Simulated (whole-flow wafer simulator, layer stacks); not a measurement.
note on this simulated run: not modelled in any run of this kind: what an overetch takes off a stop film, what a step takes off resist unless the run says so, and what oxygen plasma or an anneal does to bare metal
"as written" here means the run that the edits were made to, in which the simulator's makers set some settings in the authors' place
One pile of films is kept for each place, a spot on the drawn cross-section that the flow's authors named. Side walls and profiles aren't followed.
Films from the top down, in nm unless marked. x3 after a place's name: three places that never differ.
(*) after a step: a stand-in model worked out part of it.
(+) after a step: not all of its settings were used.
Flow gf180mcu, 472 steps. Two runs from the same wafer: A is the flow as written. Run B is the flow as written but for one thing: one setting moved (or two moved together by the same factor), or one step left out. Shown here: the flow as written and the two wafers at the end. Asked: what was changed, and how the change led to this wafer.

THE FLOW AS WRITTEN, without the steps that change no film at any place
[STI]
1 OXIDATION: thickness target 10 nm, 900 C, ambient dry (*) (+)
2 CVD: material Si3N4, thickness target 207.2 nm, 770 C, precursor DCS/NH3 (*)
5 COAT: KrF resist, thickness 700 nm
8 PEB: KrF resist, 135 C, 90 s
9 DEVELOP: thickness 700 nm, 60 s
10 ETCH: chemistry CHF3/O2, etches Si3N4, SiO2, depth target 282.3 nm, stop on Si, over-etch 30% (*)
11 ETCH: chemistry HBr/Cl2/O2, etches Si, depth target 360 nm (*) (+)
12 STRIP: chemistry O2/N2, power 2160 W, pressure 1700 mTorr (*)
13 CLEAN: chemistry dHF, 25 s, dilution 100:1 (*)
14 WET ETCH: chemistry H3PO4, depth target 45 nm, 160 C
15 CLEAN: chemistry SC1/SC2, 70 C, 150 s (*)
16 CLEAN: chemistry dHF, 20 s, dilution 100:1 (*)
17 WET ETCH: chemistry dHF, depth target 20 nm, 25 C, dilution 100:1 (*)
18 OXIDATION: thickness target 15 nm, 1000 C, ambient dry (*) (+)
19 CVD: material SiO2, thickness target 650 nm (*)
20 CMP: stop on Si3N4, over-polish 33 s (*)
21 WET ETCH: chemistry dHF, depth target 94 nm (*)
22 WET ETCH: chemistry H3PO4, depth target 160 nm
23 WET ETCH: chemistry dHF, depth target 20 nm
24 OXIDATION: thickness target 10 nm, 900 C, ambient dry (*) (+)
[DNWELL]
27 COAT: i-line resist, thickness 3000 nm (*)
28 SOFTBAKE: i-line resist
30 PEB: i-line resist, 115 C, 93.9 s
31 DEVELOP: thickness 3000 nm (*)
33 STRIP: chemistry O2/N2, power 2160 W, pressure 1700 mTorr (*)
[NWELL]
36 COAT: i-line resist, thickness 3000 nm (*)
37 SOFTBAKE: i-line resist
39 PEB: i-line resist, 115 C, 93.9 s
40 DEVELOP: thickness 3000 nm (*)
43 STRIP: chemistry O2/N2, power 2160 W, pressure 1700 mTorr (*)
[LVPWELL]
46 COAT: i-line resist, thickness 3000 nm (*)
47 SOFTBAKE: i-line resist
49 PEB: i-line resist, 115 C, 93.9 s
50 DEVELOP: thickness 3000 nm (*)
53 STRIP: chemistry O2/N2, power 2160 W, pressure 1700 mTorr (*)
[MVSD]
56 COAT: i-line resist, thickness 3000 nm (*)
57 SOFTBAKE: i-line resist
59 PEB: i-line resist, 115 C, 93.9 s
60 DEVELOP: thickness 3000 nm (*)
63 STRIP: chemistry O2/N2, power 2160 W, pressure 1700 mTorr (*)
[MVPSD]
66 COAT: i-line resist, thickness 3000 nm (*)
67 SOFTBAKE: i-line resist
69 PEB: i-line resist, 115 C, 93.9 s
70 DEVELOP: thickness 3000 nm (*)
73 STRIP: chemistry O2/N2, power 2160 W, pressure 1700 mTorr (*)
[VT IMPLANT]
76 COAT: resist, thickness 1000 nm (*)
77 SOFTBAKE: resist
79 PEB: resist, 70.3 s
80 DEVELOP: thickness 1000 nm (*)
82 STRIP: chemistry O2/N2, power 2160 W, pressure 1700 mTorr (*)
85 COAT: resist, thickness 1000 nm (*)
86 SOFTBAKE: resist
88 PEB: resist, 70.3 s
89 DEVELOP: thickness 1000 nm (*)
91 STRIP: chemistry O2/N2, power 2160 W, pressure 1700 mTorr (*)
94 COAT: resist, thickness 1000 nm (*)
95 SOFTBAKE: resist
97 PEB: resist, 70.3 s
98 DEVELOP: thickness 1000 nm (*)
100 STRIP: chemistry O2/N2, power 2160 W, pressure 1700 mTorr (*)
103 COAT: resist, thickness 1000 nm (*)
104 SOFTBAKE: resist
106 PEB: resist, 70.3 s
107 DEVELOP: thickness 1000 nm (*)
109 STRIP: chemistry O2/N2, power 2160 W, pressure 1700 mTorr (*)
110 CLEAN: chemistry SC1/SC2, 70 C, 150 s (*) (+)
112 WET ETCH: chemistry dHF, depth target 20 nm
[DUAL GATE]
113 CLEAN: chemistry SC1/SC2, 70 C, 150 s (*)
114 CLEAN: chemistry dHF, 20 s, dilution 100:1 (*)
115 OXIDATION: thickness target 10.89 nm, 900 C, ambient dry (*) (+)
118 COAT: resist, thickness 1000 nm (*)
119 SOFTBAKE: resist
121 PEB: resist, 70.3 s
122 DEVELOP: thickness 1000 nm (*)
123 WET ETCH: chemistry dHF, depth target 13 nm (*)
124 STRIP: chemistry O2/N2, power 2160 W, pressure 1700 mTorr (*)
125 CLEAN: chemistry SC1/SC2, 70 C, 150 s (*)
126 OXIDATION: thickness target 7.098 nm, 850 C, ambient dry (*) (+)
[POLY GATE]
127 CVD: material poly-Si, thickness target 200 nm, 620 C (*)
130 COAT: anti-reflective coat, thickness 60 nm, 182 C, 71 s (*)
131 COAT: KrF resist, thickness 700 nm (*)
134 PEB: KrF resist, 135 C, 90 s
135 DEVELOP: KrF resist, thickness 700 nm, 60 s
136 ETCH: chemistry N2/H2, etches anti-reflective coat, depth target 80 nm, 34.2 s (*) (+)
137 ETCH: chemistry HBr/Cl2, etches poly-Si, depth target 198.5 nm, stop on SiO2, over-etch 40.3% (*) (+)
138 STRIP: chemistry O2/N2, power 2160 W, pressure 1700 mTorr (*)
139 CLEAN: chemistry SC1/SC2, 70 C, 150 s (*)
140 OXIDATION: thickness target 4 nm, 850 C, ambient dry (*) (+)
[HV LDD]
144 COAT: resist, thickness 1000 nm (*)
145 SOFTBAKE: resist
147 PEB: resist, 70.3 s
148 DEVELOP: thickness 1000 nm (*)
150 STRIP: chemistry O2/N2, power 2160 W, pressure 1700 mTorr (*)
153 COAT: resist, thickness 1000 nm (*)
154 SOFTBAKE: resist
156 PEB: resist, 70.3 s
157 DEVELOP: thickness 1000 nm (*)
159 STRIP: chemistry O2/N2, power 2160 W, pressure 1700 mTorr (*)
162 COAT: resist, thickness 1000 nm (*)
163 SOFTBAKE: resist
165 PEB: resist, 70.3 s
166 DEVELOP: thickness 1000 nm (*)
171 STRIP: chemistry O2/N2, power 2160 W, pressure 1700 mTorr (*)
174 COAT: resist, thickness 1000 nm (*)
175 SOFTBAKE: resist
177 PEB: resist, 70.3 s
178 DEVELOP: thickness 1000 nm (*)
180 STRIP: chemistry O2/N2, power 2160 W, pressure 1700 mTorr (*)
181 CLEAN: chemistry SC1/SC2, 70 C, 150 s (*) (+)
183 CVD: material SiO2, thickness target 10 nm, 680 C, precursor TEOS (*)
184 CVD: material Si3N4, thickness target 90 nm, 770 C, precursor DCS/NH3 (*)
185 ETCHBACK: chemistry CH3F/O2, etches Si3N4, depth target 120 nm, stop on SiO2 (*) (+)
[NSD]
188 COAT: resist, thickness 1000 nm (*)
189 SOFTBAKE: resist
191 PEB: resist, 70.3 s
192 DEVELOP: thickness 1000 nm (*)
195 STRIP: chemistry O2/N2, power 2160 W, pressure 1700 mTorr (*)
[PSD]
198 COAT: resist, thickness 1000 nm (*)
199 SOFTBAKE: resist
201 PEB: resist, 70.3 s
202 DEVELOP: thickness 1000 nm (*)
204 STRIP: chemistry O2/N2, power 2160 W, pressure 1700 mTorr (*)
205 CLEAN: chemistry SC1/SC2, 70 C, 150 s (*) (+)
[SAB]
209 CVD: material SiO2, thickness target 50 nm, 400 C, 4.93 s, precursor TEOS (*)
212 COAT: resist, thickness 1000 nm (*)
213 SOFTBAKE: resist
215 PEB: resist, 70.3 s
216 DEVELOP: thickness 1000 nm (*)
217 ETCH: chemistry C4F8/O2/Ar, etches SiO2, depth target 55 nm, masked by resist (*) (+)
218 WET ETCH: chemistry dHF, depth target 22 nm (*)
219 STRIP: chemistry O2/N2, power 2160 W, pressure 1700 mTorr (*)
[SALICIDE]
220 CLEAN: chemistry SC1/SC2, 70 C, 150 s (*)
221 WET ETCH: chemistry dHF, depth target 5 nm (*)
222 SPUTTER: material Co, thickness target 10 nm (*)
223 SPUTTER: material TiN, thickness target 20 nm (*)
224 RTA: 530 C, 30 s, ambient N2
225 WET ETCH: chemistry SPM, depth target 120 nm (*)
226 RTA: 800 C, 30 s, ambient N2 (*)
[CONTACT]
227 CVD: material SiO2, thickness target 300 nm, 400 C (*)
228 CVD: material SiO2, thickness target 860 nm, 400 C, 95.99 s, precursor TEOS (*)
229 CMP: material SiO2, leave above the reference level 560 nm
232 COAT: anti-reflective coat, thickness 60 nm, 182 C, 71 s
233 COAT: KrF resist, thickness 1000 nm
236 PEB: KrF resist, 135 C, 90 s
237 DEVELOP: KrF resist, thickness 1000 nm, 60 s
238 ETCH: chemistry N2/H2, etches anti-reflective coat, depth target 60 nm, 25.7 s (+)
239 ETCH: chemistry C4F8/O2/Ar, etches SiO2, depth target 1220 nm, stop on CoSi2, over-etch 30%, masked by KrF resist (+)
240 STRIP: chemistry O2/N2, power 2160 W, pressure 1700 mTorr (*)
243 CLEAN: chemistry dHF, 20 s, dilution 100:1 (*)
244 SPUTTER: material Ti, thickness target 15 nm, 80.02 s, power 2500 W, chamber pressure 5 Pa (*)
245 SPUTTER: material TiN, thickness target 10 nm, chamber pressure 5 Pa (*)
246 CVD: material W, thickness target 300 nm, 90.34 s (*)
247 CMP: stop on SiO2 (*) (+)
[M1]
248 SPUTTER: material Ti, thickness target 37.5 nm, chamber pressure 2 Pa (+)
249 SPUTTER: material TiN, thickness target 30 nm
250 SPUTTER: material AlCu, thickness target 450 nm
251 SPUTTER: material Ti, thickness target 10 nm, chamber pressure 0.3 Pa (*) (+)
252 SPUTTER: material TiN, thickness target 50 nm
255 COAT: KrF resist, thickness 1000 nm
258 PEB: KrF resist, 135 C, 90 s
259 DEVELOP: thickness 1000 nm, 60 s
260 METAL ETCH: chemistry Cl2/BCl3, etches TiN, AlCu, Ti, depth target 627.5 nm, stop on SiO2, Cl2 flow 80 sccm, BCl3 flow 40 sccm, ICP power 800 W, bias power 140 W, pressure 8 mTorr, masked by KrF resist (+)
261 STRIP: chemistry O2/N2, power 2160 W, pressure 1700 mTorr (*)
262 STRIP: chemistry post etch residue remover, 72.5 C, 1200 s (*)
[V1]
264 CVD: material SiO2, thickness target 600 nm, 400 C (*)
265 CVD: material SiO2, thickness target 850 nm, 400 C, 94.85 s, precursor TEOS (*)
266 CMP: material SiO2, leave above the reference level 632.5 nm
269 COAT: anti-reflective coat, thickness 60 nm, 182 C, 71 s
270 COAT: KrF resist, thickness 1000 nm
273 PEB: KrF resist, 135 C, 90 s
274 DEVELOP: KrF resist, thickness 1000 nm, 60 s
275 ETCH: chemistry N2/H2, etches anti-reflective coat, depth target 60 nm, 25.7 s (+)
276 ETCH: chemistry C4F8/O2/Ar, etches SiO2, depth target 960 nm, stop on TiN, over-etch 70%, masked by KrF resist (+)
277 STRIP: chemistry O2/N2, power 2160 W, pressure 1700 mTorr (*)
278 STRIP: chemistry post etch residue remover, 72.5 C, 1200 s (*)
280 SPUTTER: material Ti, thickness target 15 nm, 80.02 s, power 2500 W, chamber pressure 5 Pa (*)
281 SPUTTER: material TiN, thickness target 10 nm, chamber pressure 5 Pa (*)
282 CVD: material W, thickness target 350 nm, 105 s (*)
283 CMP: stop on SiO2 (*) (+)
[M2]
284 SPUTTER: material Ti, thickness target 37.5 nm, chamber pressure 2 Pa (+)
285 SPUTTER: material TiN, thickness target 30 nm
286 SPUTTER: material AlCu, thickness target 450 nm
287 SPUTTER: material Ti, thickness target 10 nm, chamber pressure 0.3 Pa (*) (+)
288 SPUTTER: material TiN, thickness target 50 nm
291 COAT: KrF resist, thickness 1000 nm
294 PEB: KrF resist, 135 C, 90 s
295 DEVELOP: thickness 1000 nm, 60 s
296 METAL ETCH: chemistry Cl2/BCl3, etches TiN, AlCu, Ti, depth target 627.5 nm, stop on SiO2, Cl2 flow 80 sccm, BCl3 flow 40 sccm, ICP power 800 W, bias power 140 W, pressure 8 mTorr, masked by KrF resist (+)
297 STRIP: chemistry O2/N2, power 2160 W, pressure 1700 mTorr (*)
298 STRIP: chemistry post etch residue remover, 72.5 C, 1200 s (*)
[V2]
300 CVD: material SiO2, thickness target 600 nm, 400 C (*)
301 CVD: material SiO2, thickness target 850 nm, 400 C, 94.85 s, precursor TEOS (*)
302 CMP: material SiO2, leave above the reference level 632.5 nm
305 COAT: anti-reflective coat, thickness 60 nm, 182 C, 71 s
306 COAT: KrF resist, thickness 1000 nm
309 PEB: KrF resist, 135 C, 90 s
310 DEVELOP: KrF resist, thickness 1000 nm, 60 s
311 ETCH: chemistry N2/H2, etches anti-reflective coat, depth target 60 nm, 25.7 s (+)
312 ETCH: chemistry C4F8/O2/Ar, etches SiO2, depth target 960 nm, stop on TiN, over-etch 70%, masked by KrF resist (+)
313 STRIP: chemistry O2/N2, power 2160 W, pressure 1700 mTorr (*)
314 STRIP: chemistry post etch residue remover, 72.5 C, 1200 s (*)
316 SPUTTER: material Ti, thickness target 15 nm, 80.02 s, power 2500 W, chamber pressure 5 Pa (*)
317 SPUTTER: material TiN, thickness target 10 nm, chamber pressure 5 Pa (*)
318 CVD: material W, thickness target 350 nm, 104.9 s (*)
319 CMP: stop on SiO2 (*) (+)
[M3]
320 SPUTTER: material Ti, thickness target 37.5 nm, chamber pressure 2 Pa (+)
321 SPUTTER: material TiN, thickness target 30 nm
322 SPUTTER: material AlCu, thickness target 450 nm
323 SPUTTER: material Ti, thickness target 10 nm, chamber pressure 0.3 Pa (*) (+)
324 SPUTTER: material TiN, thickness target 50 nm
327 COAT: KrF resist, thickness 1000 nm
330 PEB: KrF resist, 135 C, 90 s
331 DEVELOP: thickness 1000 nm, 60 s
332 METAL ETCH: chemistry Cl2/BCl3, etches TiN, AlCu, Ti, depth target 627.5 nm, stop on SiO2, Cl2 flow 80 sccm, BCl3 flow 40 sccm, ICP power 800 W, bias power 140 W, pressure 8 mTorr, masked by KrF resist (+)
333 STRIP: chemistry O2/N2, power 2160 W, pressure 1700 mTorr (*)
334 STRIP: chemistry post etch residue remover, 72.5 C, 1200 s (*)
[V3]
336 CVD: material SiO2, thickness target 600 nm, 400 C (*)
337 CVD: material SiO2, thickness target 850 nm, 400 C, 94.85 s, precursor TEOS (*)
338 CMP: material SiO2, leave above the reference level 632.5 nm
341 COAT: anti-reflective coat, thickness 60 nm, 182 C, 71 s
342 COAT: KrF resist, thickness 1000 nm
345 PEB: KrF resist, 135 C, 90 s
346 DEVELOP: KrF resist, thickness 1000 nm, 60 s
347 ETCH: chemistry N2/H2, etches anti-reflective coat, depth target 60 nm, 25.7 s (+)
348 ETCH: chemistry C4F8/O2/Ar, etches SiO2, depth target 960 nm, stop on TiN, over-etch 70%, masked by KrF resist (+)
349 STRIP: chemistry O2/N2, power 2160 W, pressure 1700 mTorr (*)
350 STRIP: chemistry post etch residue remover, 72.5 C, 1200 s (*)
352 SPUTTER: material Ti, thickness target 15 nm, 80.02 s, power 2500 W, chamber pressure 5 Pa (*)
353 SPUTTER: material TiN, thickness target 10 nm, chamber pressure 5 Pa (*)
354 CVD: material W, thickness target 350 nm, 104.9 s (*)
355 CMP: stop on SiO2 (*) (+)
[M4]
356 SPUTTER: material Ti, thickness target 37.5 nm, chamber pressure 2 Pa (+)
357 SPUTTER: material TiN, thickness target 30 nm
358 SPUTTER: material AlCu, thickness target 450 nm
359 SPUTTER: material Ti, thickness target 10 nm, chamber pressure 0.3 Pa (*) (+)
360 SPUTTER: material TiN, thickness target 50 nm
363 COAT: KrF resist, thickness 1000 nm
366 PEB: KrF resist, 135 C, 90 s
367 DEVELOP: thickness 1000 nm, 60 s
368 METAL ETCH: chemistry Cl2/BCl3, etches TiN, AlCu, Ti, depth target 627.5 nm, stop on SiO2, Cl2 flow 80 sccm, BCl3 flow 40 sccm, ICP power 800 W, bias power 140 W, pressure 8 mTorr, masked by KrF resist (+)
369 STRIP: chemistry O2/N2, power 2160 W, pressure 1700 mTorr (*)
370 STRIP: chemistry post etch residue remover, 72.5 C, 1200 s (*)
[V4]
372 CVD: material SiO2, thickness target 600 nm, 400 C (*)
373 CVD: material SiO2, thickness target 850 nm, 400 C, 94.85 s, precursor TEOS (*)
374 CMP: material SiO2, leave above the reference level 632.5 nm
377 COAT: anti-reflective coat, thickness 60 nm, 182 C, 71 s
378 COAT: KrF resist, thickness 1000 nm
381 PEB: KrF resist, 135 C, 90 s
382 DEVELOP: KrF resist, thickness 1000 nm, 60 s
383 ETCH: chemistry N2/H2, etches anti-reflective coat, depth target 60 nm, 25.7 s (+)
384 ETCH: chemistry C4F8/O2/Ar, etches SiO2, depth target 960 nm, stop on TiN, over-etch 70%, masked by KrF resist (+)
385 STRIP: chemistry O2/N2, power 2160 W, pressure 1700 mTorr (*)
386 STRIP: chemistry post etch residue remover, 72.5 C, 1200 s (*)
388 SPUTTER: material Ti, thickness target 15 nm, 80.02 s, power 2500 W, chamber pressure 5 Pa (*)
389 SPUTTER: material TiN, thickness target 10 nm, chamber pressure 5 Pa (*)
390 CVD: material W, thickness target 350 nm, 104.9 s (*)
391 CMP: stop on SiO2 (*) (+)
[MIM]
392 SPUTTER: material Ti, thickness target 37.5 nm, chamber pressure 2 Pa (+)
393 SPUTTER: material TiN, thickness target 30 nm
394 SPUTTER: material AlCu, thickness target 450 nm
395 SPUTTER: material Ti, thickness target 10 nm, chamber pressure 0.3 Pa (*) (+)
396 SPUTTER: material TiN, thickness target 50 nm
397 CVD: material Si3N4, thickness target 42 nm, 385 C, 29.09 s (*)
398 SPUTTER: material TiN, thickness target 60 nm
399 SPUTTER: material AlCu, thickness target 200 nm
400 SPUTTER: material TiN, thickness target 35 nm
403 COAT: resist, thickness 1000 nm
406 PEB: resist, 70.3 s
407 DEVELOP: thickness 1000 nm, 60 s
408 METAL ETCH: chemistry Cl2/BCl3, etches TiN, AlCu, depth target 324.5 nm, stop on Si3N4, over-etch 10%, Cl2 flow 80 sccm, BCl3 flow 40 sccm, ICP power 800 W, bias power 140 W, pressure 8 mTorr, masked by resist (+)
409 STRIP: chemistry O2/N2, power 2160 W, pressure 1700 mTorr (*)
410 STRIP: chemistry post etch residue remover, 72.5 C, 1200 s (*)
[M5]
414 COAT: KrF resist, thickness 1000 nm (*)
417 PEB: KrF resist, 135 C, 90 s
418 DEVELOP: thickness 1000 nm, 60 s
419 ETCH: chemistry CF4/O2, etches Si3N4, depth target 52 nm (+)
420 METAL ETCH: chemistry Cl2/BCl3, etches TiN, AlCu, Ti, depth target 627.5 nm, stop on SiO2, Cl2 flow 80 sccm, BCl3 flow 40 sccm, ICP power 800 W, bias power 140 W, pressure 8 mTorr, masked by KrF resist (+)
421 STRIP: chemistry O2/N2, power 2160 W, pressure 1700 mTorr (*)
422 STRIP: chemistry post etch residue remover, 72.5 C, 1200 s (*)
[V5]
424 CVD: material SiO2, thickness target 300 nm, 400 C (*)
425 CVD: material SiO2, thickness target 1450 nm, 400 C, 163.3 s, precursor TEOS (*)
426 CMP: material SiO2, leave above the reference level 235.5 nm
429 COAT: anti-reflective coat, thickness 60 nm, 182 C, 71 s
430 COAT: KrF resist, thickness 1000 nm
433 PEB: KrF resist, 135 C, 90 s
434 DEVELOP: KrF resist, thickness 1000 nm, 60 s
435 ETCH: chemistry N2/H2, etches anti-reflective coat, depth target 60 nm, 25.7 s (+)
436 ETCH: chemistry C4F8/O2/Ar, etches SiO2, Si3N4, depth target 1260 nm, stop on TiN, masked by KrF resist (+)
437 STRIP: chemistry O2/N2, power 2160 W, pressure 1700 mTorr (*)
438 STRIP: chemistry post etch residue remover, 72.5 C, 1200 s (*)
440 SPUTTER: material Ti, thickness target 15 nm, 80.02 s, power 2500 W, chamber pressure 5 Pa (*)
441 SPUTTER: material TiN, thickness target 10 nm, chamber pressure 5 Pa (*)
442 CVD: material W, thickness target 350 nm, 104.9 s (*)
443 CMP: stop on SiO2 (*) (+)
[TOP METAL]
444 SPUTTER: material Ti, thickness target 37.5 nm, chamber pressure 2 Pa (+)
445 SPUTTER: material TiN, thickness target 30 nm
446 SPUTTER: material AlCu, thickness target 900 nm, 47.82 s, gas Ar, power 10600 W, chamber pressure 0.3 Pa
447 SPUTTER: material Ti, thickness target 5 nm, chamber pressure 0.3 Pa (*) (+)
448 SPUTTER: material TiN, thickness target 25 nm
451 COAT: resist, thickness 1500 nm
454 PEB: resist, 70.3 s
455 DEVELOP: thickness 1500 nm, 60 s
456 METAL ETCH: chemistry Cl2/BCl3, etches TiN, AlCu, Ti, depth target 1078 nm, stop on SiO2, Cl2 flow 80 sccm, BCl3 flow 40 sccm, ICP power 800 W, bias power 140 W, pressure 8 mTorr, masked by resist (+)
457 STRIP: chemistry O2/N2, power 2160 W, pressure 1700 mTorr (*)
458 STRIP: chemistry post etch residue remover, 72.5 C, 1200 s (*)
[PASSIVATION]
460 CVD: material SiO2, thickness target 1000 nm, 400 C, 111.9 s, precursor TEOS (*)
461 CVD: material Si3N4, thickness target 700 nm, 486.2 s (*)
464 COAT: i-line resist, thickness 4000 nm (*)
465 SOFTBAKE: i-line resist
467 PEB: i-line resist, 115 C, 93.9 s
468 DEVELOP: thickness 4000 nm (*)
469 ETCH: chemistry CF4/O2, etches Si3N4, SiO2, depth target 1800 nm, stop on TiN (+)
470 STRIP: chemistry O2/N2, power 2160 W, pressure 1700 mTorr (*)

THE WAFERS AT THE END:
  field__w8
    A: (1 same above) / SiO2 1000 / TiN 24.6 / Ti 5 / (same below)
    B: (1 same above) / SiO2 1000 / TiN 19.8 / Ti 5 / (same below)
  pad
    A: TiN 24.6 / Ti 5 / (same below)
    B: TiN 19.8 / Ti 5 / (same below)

The cause: step 448, SPUTTER: thickness target 20.2 nm was run, where the flow has thickness target 25 nm.

How the change led to this, step by step:
  448 SPUTTER: material TiN, thickness target 25 nm
      field, field__w1, field__w2 and 109 more: A TiN +25 (new film) | B TiN +20.2 (new film)
  456 METAL ETCH: chemistry Cl2/BCl3, etches TiN, AlCu, Ti, depth target 1078 nm, stop on SiO2, Cl2 flow 80 sccm, BCl3 flow 40 sccm, ICP power 800 W, bias power 140 W, pressure 8 mTorr, masked by resist (+)
      field, field__w1, field__w2 and 103 more: A TiN -25 (all of it), Ti -5 (all of it), AlCu -900 (all of it), TiN -30 (all of it), Ti -37.5 (all of it) | B TiN -20.2 (all of it), Ti -5 (all of it), AlCu -900 (all of it), TiN -30 (all of it), Ti -37.5 (all of it)
